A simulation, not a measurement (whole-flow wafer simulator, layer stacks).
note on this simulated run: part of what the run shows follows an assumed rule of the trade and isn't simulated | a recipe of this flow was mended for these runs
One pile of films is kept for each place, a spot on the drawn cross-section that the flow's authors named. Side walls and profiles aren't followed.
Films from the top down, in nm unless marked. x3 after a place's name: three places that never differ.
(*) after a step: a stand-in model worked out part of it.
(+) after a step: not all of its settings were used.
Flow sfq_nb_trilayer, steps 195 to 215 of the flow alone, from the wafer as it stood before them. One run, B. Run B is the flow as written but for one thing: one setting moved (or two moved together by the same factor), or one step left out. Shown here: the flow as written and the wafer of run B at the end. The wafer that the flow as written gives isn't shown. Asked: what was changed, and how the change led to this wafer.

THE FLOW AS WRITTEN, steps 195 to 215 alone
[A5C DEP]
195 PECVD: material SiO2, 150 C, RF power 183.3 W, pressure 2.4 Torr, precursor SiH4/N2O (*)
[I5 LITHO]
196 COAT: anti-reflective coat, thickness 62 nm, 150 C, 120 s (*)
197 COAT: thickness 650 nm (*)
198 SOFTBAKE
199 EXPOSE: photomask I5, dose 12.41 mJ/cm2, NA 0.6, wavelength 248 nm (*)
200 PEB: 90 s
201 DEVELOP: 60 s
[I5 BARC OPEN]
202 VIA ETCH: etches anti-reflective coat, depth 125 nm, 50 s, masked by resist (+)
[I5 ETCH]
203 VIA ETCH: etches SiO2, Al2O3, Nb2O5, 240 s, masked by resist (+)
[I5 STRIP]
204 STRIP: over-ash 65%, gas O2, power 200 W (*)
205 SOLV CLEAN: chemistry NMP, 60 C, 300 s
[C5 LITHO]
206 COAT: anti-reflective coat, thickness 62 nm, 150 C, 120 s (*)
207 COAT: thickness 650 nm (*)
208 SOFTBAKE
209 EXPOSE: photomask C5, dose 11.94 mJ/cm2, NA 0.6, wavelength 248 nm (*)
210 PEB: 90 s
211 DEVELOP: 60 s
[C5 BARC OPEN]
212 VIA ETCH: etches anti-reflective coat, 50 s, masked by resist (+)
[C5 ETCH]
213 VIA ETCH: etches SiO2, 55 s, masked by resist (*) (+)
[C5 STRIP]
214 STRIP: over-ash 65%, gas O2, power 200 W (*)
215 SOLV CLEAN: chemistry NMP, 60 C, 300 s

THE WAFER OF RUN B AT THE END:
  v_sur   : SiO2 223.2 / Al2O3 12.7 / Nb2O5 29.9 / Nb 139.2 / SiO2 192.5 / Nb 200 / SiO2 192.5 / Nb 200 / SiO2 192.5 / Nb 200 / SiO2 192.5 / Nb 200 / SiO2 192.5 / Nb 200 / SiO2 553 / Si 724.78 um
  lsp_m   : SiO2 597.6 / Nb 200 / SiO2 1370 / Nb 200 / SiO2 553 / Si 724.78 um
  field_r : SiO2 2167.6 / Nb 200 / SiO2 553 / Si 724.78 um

The cause: step 195, PECVD: pressure 1.81 Torr was run, where the flow has pressure 2.4 Torr.

How the change led to this, step by step:
  195 PECVD: material SiO2, 150 C, RF power 183.3 W, pressure 2.4 Torr, precursor SiH4/N2O (*)
      field_l, v_sur, via_wl and 92 more: SiO2 +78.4 (as written it would be: SiO2 +70)
      ce_l, c5j, ce_r and 8 more: SiO2 +78.4 (new film) (as written it would be: SiO2 +70 (new film))
  203 VIA ETCH: etches SiO2, Al2O3, Nb2O5, 240 s, masked by resist (+)
      be: SiO2 -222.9 (all of it), Al2O3 -12.7 (all of it), Nb2O5 -29.9 (all of it), Nb -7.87 (as written it would be: SiO2 -214.5 (all of it), Al2O3 -12.7 (all of it), Nb2O5 -29.9 (all of it), Nb -8.57)
  213 VIA ETCH: etches SiO2, 55 s, masked by resist (*) (+)
      c5j: SiO2 -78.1 (all of it), Nb -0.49 (as written it would be: SiO2 -69.7 (all of it), Nb -1.19)
      res: SiO2 -78.1 (all of it), Ti -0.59 (as written it would be: SiO2 -69.7 (all of it), Ti -1.43)
